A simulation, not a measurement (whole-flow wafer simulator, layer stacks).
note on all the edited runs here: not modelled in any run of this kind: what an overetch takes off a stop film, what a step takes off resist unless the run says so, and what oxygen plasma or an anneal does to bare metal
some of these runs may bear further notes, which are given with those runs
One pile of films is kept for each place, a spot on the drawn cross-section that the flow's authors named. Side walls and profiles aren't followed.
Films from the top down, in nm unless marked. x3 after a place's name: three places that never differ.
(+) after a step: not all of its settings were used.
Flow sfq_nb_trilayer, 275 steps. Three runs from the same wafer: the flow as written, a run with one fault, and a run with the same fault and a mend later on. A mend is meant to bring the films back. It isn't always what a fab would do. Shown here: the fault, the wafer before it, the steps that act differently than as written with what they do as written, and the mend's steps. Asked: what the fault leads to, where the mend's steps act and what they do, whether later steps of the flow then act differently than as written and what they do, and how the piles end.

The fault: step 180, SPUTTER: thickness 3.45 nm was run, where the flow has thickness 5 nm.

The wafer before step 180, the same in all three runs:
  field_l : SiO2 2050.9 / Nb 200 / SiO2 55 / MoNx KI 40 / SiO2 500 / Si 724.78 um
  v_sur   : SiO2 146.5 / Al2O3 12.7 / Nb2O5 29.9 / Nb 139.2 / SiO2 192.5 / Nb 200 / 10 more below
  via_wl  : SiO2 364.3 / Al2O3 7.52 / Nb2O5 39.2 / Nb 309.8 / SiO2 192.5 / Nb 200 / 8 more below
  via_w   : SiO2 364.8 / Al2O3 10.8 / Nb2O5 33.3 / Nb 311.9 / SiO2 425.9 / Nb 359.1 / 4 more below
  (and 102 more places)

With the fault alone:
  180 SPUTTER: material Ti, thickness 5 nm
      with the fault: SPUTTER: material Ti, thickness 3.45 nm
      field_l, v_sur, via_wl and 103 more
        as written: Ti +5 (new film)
        with the fault: Ti +3.45 (new film)
  Later steps of the flow that act differently than as written (20 more steps differ only slightly, by at most 2% or 0.5 nm, whichever is larger, and aren't shown):
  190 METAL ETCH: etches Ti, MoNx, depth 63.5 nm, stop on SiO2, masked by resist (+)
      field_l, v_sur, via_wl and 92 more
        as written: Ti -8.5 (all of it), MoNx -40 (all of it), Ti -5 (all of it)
        with the fault: Ti -8.5 (all of it), MoNx -40 (all of it), Ti -3.45 (all of it)
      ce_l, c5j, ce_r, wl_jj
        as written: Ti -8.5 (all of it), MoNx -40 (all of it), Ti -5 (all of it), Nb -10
        with the fault: Ti -8.5 (all of it), MoNx -40 (all of it), Ti -3.45 (all of it), Nb -11.6
  At the end the piles differ from the flow's by more than 2% or 0.5 nm, whichever is larger, at be_r, r_sur, res, r_end, r5r_line_l, r5r_line_c, r5r_line_r.
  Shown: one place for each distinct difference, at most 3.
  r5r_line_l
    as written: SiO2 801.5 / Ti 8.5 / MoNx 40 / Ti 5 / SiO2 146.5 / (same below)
    with the fault: SiO2 803 / Ti 8.5 / MoNx 40 / Ti 3.45 / SiO2 146.5 / (same below)
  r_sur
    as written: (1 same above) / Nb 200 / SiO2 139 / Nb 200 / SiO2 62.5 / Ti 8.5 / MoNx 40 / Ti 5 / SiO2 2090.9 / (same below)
    with the fault: (1 same above) / Nb 200 / SiO2 140.6 / Nb 200 / SiO2 62.5 / Ti 8.5 / MoNx 40 / Ti 3.45 / SiO2 2090.9 / (same below)
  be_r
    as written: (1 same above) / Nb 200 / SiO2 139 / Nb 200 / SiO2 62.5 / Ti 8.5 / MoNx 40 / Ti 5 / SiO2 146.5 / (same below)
    with the fault: (1 same above) / Nb 200 / SiO2 140.6 / Nb 200 / SiO2 62.5 / Ti 8.5 / MoNx 40 / Ti 3.45 / SiO2 146.5 / (same below)

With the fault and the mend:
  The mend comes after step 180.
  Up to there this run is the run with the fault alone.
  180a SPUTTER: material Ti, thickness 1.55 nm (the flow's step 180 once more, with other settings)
      field_l, v_sur, via_wl and 103 more
        Ti +1.55
  No later step of the flow acts differently than as written at any place that is followed.
  At the end the piles are the same as the flow's at every place that both follow.
